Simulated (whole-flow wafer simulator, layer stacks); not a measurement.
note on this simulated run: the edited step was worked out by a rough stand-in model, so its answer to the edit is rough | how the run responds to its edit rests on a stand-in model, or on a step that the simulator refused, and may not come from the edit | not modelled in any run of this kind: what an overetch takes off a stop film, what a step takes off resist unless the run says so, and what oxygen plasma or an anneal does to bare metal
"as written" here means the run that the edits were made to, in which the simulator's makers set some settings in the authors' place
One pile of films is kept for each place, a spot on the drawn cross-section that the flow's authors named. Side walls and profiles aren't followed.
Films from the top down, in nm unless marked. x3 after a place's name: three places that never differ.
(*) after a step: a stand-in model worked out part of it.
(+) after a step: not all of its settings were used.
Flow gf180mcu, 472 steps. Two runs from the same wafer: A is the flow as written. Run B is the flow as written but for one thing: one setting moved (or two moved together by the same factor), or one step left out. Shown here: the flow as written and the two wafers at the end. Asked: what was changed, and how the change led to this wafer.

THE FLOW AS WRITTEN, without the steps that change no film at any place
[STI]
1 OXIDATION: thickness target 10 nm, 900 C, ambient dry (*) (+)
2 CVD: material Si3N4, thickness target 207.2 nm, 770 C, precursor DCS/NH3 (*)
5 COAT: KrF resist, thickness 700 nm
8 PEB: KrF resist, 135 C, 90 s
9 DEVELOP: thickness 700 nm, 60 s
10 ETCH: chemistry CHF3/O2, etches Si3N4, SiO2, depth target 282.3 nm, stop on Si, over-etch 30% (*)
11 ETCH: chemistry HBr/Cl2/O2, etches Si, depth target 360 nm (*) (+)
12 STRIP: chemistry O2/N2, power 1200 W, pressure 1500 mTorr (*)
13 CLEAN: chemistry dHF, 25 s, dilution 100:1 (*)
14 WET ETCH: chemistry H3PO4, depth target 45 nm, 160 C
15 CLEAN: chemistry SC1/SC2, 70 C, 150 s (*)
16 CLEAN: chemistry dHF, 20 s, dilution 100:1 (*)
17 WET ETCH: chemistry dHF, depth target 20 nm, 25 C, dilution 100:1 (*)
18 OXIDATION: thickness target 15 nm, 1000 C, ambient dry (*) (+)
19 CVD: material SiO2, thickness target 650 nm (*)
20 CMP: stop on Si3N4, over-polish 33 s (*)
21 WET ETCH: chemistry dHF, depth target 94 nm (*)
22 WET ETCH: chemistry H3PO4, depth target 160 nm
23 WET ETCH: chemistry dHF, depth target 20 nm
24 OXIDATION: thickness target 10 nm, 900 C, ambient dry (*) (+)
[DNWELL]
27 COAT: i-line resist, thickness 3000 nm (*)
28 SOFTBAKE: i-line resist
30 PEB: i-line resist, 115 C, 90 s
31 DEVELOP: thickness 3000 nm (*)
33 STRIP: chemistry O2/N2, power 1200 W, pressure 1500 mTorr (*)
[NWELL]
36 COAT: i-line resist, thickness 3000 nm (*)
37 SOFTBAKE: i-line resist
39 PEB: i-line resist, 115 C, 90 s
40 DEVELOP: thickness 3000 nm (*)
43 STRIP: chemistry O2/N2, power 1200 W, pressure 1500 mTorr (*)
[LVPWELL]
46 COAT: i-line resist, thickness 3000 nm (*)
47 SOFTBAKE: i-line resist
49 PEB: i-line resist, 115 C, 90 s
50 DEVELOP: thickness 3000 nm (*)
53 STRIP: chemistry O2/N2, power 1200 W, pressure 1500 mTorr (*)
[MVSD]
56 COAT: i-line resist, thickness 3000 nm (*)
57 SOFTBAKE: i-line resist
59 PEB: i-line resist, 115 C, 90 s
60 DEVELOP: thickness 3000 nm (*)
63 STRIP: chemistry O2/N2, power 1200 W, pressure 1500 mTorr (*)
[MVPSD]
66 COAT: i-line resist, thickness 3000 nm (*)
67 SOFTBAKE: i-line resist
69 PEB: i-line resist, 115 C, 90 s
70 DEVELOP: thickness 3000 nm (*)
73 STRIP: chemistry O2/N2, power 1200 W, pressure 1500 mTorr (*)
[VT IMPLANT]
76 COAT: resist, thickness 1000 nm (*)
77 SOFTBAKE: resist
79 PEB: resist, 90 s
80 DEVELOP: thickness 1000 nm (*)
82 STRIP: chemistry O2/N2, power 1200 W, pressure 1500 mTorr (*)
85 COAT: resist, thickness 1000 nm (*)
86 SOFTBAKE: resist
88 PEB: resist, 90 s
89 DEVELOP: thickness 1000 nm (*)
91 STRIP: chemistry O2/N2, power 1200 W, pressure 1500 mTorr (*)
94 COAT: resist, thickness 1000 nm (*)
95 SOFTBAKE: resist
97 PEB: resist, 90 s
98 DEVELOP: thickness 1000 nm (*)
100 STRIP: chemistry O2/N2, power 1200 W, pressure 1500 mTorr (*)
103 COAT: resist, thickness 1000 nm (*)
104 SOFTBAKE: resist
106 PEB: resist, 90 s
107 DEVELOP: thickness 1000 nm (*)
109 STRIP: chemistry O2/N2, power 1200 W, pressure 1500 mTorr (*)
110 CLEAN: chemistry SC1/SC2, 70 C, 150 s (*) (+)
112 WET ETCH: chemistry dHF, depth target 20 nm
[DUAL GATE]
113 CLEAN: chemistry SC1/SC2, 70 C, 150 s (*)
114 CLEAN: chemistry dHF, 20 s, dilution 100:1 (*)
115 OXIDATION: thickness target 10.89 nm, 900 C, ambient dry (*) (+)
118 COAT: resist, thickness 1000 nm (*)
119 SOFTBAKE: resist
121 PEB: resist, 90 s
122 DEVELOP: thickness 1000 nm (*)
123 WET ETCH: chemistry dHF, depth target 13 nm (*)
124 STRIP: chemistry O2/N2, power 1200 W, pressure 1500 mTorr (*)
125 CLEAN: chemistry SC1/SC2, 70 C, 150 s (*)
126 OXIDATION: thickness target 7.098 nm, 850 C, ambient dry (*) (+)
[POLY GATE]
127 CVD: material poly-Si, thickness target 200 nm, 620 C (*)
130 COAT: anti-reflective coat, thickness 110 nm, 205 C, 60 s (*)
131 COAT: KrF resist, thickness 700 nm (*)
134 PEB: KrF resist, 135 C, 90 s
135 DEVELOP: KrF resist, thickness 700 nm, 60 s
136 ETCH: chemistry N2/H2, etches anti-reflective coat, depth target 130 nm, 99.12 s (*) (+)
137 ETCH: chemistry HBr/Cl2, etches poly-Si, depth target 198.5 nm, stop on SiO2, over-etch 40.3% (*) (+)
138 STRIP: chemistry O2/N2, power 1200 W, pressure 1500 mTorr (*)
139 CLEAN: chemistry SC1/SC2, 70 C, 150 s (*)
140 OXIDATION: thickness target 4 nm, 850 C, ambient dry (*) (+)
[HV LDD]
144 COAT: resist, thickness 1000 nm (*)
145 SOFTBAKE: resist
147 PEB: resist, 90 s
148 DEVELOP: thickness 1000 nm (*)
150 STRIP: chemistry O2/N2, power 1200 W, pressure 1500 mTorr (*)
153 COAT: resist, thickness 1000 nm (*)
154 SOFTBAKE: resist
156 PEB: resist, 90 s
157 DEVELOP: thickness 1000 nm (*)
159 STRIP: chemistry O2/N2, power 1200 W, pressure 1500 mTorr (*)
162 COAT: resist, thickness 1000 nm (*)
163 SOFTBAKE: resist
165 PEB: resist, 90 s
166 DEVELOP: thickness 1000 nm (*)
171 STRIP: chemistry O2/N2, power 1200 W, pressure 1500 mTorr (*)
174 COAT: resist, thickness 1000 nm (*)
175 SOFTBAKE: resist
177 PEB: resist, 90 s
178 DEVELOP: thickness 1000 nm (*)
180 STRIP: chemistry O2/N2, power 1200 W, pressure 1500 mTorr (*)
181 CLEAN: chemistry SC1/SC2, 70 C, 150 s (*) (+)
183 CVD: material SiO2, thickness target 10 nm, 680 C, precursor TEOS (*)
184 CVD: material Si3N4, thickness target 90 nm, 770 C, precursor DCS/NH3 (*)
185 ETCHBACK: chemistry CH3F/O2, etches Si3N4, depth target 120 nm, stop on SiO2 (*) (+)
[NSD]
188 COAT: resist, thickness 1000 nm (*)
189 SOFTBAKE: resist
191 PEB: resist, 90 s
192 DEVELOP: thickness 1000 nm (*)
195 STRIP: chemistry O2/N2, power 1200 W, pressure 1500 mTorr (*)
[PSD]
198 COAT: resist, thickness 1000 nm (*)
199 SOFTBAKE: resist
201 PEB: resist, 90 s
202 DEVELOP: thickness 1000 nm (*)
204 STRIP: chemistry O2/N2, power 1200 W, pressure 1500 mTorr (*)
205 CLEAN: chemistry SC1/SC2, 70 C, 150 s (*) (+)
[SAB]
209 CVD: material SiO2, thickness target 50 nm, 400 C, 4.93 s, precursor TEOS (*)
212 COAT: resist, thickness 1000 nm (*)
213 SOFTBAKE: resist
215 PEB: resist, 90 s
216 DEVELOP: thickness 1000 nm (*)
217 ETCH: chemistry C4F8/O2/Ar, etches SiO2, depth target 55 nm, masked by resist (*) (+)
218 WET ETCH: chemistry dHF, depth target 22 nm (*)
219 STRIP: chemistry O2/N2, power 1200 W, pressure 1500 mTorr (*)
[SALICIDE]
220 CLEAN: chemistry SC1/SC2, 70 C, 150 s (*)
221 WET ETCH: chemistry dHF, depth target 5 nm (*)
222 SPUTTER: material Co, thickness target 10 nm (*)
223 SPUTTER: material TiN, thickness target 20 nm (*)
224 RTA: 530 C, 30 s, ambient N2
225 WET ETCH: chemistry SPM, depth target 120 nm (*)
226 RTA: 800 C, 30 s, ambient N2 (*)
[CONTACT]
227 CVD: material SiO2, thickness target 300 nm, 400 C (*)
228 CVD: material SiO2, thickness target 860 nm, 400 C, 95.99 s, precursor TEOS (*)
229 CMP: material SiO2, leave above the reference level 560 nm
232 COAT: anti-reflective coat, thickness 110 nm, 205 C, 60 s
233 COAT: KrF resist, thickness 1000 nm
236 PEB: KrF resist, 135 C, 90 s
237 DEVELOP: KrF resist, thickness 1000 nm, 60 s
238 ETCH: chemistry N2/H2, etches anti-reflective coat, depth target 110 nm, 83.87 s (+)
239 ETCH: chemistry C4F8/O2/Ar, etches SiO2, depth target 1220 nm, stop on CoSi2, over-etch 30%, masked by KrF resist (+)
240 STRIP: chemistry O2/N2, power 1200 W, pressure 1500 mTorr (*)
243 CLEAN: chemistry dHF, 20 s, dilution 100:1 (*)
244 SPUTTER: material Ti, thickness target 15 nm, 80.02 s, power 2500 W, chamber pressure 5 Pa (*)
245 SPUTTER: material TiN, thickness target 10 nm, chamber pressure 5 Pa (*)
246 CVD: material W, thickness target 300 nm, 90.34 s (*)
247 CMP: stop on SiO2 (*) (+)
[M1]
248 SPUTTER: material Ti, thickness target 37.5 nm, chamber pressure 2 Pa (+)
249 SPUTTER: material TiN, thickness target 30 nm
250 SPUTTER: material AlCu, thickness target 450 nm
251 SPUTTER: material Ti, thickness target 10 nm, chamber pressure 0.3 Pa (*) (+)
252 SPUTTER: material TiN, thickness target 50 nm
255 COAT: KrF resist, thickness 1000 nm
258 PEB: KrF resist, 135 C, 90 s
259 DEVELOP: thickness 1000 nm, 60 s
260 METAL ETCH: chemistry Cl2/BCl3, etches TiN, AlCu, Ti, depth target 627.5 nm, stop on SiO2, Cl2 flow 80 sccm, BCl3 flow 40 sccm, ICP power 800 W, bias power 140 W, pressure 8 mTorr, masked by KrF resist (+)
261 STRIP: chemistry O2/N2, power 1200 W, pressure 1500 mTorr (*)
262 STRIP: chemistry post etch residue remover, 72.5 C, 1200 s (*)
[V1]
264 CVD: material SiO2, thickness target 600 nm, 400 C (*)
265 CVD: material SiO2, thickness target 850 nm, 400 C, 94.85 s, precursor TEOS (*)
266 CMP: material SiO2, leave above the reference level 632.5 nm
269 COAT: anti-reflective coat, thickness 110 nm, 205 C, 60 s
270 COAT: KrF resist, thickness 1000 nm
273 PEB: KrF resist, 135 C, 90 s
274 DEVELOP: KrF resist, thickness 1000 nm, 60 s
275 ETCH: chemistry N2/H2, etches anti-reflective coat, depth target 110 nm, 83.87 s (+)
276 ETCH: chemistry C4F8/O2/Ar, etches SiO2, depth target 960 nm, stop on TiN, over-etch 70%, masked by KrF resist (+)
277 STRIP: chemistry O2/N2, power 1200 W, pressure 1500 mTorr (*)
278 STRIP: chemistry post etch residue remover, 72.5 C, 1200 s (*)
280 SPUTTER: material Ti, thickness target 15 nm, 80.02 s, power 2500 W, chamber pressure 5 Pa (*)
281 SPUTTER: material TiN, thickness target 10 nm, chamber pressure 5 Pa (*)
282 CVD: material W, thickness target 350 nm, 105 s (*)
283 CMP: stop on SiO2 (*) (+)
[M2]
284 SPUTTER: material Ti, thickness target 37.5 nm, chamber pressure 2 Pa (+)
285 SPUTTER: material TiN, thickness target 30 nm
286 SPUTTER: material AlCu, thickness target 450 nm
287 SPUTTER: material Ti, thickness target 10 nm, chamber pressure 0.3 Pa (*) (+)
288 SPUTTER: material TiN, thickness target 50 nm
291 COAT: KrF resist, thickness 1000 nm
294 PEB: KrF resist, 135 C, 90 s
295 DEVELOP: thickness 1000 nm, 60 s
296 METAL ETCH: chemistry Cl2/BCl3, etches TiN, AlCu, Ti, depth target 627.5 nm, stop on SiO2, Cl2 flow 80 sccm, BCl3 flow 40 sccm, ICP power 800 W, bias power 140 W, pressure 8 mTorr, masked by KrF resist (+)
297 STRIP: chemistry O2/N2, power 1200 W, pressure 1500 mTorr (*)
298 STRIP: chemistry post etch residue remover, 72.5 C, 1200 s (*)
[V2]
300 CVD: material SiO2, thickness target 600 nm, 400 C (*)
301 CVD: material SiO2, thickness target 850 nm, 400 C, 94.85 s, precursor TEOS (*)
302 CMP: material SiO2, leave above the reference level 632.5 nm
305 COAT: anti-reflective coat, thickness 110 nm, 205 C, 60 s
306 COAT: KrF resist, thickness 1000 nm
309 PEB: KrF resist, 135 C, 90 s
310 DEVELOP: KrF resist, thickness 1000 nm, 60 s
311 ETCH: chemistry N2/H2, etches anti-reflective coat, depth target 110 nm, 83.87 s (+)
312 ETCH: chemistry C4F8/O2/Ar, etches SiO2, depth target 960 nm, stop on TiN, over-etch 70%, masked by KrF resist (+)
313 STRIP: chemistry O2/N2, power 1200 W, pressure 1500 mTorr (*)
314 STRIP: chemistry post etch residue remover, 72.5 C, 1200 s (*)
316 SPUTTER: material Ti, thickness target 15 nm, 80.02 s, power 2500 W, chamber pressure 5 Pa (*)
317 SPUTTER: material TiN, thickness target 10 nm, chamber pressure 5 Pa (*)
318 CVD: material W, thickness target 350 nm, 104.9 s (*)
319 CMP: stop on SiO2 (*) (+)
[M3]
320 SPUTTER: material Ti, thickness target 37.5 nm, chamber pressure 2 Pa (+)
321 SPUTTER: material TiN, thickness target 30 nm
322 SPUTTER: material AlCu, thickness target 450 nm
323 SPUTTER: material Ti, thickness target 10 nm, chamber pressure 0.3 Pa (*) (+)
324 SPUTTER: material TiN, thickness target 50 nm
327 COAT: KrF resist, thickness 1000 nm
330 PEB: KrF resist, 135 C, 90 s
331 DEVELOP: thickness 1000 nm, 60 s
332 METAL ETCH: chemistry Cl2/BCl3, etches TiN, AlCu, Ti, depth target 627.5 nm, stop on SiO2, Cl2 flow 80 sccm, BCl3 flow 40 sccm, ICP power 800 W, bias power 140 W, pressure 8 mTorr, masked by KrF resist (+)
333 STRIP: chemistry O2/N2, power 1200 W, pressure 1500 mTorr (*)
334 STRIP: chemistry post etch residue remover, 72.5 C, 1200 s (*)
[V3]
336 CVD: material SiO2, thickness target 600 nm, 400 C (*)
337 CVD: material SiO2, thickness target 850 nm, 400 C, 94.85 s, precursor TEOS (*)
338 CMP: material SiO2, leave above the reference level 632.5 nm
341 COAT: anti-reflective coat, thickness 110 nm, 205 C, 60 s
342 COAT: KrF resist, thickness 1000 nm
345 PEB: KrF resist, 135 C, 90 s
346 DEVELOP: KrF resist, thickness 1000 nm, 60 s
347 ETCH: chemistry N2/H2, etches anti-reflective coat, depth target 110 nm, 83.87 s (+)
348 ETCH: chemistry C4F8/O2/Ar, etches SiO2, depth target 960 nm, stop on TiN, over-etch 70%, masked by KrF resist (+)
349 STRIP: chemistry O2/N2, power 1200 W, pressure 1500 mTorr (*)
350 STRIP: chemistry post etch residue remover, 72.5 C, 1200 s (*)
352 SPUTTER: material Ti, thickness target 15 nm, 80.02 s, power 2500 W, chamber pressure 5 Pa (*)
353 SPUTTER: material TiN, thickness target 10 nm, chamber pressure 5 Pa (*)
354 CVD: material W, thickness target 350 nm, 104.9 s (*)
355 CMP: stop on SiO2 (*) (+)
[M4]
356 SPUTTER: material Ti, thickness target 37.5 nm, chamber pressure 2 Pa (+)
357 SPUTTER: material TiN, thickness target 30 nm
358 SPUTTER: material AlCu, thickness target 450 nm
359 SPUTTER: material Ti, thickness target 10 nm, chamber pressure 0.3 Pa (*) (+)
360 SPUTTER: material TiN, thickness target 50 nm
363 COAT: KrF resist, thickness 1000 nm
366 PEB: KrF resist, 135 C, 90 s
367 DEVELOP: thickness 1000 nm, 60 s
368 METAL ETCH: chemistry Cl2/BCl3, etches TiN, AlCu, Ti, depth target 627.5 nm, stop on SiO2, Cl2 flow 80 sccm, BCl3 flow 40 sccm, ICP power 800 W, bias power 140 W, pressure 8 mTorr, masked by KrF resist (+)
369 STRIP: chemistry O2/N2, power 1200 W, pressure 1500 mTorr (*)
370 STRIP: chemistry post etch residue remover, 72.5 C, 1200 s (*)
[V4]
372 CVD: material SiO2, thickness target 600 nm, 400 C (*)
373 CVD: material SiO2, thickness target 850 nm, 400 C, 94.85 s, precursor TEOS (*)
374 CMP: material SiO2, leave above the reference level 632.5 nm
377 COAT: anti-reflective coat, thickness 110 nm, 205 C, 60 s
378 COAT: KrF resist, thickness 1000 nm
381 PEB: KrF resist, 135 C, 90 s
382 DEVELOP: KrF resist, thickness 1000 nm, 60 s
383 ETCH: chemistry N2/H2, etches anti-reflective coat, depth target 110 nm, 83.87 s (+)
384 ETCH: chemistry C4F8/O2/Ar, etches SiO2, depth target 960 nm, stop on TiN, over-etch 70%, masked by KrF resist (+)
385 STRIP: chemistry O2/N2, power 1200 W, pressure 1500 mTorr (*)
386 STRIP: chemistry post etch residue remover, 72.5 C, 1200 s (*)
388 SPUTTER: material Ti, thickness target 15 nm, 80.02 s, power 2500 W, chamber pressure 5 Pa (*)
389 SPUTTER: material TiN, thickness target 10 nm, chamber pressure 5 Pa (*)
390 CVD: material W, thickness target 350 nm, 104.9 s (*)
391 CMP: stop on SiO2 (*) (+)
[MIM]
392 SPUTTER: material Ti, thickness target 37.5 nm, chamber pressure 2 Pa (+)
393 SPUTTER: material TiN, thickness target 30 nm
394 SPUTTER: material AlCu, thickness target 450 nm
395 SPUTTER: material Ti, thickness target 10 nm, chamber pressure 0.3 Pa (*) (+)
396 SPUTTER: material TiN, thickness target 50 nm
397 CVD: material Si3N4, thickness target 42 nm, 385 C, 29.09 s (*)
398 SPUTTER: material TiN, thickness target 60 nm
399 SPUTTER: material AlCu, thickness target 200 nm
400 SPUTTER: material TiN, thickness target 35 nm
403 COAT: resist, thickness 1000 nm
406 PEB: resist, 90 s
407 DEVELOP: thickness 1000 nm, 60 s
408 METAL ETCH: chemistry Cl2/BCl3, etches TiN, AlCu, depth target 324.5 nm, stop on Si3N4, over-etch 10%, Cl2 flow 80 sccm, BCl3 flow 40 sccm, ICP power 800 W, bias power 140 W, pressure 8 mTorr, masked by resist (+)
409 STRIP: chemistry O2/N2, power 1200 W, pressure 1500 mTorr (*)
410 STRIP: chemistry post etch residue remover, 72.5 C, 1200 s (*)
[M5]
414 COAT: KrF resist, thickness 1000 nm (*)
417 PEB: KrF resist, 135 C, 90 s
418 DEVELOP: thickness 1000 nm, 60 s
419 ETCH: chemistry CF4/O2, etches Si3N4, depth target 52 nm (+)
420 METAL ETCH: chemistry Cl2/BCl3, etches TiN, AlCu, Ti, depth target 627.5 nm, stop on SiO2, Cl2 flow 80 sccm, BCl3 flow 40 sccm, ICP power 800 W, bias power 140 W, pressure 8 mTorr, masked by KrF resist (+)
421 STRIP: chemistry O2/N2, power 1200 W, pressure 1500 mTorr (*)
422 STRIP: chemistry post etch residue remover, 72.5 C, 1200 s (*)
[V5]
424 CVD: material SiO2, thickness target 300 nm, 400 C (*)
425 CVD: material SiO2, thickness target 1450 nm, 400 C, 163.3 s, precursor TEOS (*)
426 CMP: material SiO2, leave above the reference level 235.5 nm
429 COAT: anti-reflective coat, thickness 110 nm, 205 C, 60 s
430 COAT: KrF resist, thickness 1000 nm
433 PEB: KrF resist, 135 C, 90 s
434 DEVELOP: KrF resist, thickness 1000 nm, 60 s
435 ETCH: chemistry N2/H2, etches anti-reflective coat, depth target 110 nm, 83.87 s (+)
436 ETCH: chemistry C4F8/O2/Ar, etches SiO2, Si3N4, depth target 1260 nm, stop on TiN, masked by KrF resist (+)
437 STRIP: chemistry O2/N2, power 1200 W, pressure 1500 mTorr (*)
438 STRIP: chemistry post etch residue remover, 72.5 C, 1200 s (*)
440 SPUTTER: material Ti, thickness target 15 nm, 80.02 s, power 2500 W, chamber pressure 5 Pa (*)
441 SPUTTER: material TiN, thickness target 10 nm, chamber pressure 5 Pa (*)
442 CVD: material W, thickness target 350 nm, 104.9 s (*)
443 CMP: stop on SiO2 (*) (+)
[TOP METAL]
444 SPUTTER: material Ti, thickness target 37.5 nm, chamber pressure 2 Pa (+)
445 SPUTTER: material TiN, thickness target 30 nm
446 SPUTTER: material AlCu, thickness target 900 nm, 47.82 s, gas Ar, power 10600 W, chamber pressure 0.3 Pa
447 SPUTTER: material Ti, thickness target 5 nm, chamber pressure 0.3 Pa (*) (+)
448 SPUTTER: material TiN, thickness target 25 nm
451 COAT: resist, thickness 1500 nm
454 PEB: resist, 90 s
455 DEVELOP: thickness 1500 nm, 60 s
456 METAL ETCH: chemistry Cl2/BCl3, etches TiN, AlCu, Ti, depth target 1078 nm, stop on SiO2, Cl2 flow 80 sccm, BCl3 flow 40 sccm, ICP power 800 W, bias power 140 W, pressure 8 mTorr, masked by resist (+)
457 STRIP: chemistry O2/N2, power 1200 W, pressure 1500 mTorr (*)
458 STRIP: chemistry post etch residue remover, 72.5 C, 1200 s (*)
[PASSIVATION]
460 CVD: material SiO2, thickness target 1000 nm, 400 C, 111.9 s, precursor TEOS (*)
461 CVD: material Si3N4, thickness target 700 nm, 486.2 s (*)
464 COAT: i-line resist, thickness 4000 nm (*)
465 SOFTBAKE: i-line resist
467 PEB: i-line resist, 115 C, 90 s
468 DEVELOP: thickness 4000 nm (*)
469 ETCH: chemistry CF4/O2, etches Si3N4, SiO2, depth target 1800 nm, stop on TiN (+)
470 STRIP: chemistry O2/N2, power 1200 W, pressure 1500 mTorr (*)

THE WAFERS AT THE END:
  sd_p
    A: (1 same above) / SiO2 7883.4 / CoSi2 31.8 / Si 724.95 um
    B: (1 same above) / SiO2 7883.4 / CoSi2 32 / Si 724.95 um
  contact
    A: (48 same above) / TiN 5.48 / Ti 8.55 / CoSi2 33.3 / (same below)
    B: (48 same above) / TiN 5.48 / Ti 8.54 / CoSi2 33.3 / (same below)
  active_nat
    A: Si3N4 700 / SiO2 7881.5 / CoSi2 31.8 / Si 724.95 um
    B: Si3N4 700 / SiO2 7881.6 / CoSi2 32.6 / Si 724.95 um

The cause: step 185, ETCHBACK: depth target 168 nm was run, where the flow has depth target 120 nm.

How the change led to this, step by step:
  185 ETCHBACK: chemistry CH3F/O2, etches Si3N4, depth target 120 nm, stop on SiO2 (*) (+)
      field, field__w1, field__w2 and 100 more: A Si3N4 -90 (all of it), SiO2 -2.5 | B Si3N4 -90 (all of it), SiO2 -6.5
  189 SOFTBAKE: resist
      nw_sep_fld: A resist +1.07 | B resist -0.06
  199 SOFTBAKE: resist
      nw_sep_fld: A resist +1.07 | B resist -0.06
  218 WET ETCH: chemistry dHF, depth target 22 nm (*)
      gate, gate_hv, gate_p and 23 more: A SiO2 -5.48 (all of it) | B SiO2 -1.48 (all of it)
      active, p_well, sd_n, iso_ptap_pw, iso_ntap_nw, iso_ptap_sub, vpnp_e: A SiO2 -9.01 (all of it) | B SiO2 -5.01 (all of it)
      (and at 16 more places)
  222 SPUTTER: material Co, thickness target 10 nm (*)
      field__w2: A Co +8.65 (new film) | B Co +9.23 (new film)
      field__w3: A Co +8.06 (new film) | B Co +8.74 (new film)
      (and at 1 more place)
  223 SPUTTER: material TiN, thickness target 20 nm (*)
      field__w2: A TiN +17 (new film) | B TiN +18.2 (new film)
      field__w3: A TiN +15.7 (new film) | B TiN +17.2 (new film)
      (and at 4 more places)
  224 RTA: 530 C, 30 s, ambient N2
      ld_sd_n: A under 1 film: CoSi +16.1 (new film), Co -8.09 (all of it), Si -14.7 | B under 1 film: CoSi +17 (new film), Co -8.53 (all of it), Si -15.5
      ld_drn_n: A under 1 film: CoSi +17.9 (new film), Co -9.02 (all of it), Si -16.4 | B under 1 film: CoSi +18.6 (new film), Co -9.34 (all of it), Si -16.9
      (and at 1 more place)
  225 WET ETCH: chemistry SPM, depth target 120 nm (*)
      field__w2: A TiN -17 (all of it), Co -8.65 (all of it) | B TiN -18.2 (all of it), Co -9.23 (all of it)
      field__w3: A TiN -15.7 (all of it), Co -8.06 (all of it) | B TiN -17.2 (all of it), Co -8.74 (all of it)
      (and at 4 more places)
  226 RTA: 800 C, 30 s, ambient N2 (*)
      active_nat: A CoSi2 +31.8 (new film), CoSi -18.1 (all of it), Si -16.5 | B CoSi2 +32.6 (new film), CoSi -18.5 (all of it), Si -16.9
      ld_sd_n: A CoSi2 +28.3 (new film), CoSi -16.1 (all of it), Si -14.7 | B CoSi2 +29.8 (new film), CoSi -17 (all of it), Si -15.5
      (and at 3 more places)
  229 CMP: material SiO2, leave above the reference level 560 nm
      field__w3: A SiO2 -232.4 | B SiO2 -227.5
      field__w12: A SiO2 -232.2 | B SiO2 -227.3
      (and at 1 more place)
